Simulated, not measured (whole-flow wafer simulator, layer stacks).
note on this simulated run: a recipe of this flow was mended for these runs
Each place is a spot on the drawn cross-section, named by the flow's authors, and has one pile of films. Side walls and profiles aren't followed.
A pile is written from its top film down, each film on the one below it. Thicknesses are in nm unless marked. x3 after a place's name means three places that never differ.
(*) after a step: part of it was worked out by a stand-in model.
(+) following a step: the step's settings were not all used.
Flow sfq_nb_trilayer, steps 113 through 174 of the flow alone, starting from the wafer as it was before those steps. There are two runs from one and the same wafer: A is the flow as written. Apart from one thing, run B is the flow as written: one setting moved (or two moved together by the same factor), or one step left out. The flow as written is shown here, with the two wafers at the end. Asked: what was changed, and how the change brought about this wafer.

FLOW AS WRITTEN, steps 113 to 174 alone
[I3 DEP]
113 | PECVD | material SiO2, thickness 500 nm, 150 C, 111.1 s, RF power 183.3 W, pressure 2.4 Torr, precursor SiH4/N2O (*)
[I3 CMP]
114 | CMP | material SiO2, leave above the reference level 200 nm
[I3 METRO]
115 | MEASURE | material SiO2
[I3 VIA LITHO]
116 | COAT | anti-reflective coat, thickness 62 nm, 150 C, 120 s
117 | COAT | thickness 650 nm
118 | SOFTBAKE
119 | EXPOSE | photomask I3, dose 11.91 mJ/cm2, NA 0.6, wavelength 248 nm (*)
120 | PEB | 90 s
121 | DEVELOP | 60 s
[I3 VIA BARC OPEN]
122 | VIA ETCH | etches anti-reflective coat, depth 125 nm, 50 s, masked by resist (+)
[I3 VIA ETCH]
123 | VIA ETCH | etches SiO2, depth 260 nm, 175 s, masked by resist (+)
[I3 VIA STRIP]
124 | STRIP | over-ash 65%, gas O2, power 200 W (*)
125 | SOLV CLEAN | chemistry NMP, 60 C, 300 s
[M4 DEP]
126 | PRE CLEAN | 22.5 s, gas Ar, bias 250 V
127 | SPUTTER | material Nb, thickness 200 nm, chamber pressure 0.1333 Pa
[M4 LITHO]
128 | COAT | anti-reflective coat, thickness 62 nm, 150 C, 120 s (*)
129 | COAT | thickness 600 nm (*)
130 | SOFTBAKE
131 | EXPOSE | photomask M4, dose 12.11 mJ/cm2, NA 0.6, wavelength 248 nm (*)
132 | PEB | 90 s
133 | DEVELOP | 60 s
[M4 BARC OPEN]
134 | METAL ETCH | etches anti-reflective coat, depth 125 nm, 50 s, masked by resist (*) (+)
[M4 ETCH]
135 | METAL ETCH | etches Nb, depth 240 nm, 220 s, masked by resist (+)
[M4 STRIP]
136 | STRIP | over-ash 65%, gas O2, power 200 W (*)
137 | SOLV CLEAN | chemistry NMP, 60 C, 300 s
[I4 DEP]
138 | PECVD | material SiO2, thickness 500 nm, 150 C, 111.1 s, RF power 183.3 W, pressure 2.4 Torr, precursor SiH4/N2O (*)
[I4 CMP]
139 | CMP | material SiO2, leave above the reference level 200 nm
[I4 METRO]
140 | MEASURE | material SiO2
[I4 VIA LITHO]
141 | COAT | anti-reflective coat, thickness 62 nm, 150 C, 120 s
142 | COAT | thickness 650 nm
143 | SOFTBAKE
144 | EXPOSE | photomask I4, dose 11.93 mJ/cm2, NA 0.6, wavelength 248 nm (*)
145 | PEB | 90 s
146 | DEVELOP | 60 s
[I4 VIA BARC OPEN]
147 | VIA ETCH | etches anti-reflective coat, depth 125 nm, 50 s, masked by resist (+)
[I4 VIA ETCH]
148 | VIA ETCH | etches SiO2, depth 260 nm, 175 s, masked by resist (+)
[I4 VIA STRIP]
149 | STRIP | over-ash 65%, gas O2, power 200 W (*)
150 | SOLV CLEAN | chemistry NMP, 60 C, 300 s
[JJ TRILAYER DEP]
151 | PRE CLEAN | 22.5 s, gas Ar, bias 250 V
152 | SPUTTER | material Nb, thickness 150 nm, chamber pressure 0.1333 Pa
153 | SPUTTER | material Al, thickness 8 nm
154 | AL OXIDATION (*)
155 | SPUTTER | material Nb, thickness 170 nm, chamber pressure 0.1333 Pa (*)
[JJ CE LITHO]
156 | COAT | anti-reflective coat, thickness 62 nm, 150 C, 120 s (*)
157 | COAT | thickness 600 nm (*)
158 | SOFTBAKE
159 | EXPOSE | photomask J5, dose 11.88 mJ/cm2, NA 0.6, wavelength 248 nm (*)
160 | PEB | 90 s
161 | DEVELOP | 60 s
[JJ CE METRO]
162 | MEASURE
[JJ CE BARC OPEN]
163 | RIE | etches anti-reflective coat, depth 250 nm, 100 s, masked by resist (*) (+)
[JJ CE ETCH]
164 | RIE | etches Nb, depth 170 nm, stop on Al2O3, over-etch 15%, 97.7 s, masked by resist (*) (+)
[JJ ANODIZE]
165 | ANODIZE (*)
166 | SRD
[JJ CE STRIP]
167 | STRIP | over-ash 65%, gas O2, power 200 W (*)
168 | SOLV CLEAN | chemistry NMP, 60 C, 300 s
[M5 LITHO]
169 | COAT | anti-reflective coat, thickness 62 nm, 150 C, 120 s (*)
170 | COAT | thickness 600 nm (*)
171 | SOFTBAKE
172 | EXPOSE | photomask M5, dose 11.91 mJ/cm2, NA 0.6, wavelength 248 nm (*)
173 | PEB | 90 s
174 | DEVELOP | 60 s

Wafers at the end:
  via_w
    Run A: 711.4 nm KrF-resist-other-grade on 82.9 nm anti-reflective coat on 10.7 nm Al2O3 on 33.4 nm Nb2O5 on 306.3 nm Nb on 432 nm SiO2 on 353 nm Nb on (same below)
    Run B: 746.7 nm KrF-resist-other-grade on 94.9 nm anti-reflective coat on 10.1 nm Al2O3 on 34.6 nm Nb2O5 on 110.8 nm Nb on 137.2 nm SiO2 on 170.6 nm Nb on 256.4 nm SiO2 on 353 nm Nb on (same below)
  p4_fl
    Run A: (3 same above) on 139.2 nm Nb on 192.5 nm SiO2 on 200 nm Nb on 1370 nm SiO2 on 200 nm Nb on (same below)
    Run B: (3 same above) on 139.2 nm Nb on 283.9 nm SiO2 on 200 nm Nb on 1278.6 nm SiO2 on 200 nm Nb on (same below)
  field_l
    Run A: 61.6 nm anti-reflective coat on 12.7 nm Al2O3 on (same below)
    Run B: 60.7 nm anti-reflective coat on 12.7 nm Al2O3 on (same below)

What caused this: step 113, PECVD: 69.44 s was run, whereas the flow has 111.1 s.

Step by step, how the change led to this:
  113 | PECVD | material SiO2, thickness 500 nm, 150 C, 111.1 s, RF power 183.3 W, pressure 2.4 Torr, precursor SiH4/N2O (*)
      field_l, be, be_sur and 64 more: A +500 SiO2 | B +312.6 SiO2
      v_sur, via_wl, via_wr and 27 more: A +500 SiO2 (new film) | B +312.6 SiO2 (new film)
      (and at 9 other places as well)
  114 | CMP | material SiO2, leave above the reference level 200 nm
      field_l, be, be_sur and 64 more: A -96 SiO2 | B nothing
      p4_g1, p4_g2, p3_s0, p3_s1, p3_s2, p3_s3, p3_s4, p3_s5: A -157.1 SiO2 | B nothing
      (and at 31 other places as well)
  116 | COAT | anti-reflective coat, thickness 62 nm, 150 C, 120 s
      m0r_line_l x3, m0r_line_r x3: A +62 anti-reflective coat (new film) | B +65.8 anti-reflective coat (new film)
      m0r_space_l, m0r_space_r, m6r_space_l x2, m6r_space_r x2: A +62 anti-reflective coat (new film) | B +84.3 anti-reflective coat (new film)
      (and at 75 other places as well)
  117 | COAT | thickness 650 nm
      m0r_line_l x3, m0r_line_r x3: A +650 KrF-resist-other-grade (new film) | B +670.1 KrF-resist-other-grade (new film)
      m5r_line_l, m5r_line_r: A +650 KrF-resist-other-grade (new film) | B +672.2 KrF-resist-other-grade (new film)
      (and at 37 other places as well)
  121 | DEVELOP | 60 s
      via_v: A -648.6 KrF-resist-other-grade (all of it) | B -610.7 KrF-resist-other-grade (all of it)
  122 | VIA ETCH | etches anti-reflective coat, depth 125 nm, 50 s, masked by resist (+)
      via_v: A -62 anti-reflective coat (all of it), -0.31 SiO2 | B -66.4 anti-reflective coat (all of it), -0.29 SiO2
  124 | STRIP | over-ash 65%, gas O2, power 200 W (*)
      m0r_line_l x3, m0r_line_r x3: A -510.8 KrF-resist-other-grade (all of it), -62 anti-reflective coat (all of it) | B -530.9 KrF-resist-other-grade (all of it), -65.8 anti-reflective coat (all of it)
      m0r_space_l, m0r_space_r, m6r_space_l x2, m6r_space_r x2: A -510.8 KrF-resist-other-grade (all of it), -62 anti-reflective coat (all of it) | B -515.7 KrF-resist-other-grade (all of it), -84.3 anti-reflective coat (all of it)
      (and at 81 other places as well)
  127 | SPUTTER | material Nb, thickness 200 nm, chamber pressure 0.1333 Pa
      via_w: A +200 Nb (new film) | B +170.6 Nb (new film)
  128 | COAT | anti-reflective coat, thickness 62 nm, 150 C, 120 s (*)
      m0r_line_l x3, m0r_line_r x3: A +62 anti-reflective coat (new film) | B +63.8 anti-reflective coat (new film)
      m0r_space_l, m0r_space_r, m6r_space_l x2, m6r_space_r x2: A +62 anti-reflective coat (new film) | B +82.2 anti-reflective coat (new film)
      (and at 74 other places as well)
  129 | COAT | thickness 600 nm (*)
      m0r_line_l x3, m0r_line_r x3: A +600 KrF-resist-other-grade (new film) | B +619.2 KrF-resist-other-grade (new film)
      m5r_line_l, m5r_line_r: A +600 KrF-resist-other-grade (new film) | B +620.3 KrF-resist-other-grade (new film)
      (and at 41 other places as well)
  133 | DEVELOP | 60 s
      m0r_line_l x3, m0r_line_r x3: A -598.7 KrF-resist-other-grade (all of it) | B -617.9 KrF-resist-other-grade (all of it)
      m5r_line_l, m5r_line_r: A -598.7 KrF-resist-other-grade (all of it) | B -619 KrF-resist-other-grade (all of it)
      (and at 20 other places as well)
  134 | METAL ETCH | etches anti-reflective coat, depth 125 nm, 50 s, masked by resist (*) (+)
      m0r_line_l x3, m0r_line_r x3: A -62 anti-reflective coat (all of it) | B -63.8 anti-reflective coat (all of it)
      m0r_space_l, m0r_space_r, m6r_space_l x2, m6r_space_r x2: A -62 anti-reflective coat (all of it) | B -82.2 anti-reflective coat (all of it)
      (and at 40 other places as well)
  136 | STRIP | over-ash 65%, gas O2, power 200 W (*)
      p3_l2, p3_l3: A -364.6 KrF-resist-other-grade (all of it), -62 anti-reflective coat (all of it) | B -359.3 KrF-resist-other-grade (all of it), -29.4 anti-reflective coat (all of it)
      v_sur: A -360.6 KrF-resist-other-grade (all of it), -64.7 anti-reflective coat (all of it) | B -330.5 KrF-resist-other-grade (all of it), -40.8 anti-reflective coat (all of it)
      (and at 36 other places as well)
  138 | PECVD | material SiO2, thickness 500 nm, 150 C, 111.1 s, RF power 183.3 W, pressure 2.4 Torr, precursor SiH4/N2O (*)
      p3_s0, p3_s1, p3_s2, p3_s3, p3_s4, p3_s5: A +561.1 SiO2 | B +652.4 SiO2
      via_w: A +500 SiO2 (new film) | B +562.1 SiO2 (new film)
  139 | CMP | material SiO2, leave above the reference level 200 nm
      lsp_r, l0_sur, l0v: A -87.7 SiO2 | B nothing
      field_l, be, be_sur and 55 more: A -96 SiO2 | B -4.63 SiO2
      (and at 9 other places as well)
  148 | VIA ETCH | etches SiO2, depth 260 nm, 175 s, masked by resist (+)
      via_w: A -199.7 SiO2 (all of it), -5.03 Nb | B -260 SiO2
  ... another 10 steps ...
  170 | COAT | thickness 600 nm (*)
      via_w: A +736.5 KrF-resist-other-grade (new film) | B +771.9 KrF-resist-other-grade (new film)
If metal films that touch count as one body, via_w has 4 bodies (between them, from the top down: SiO2 137.2; SiO2 256.4; SiO2 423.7); the flow as written gives 3 bodies (between them, from the top down: SiO2 432; SiO2 423.7).
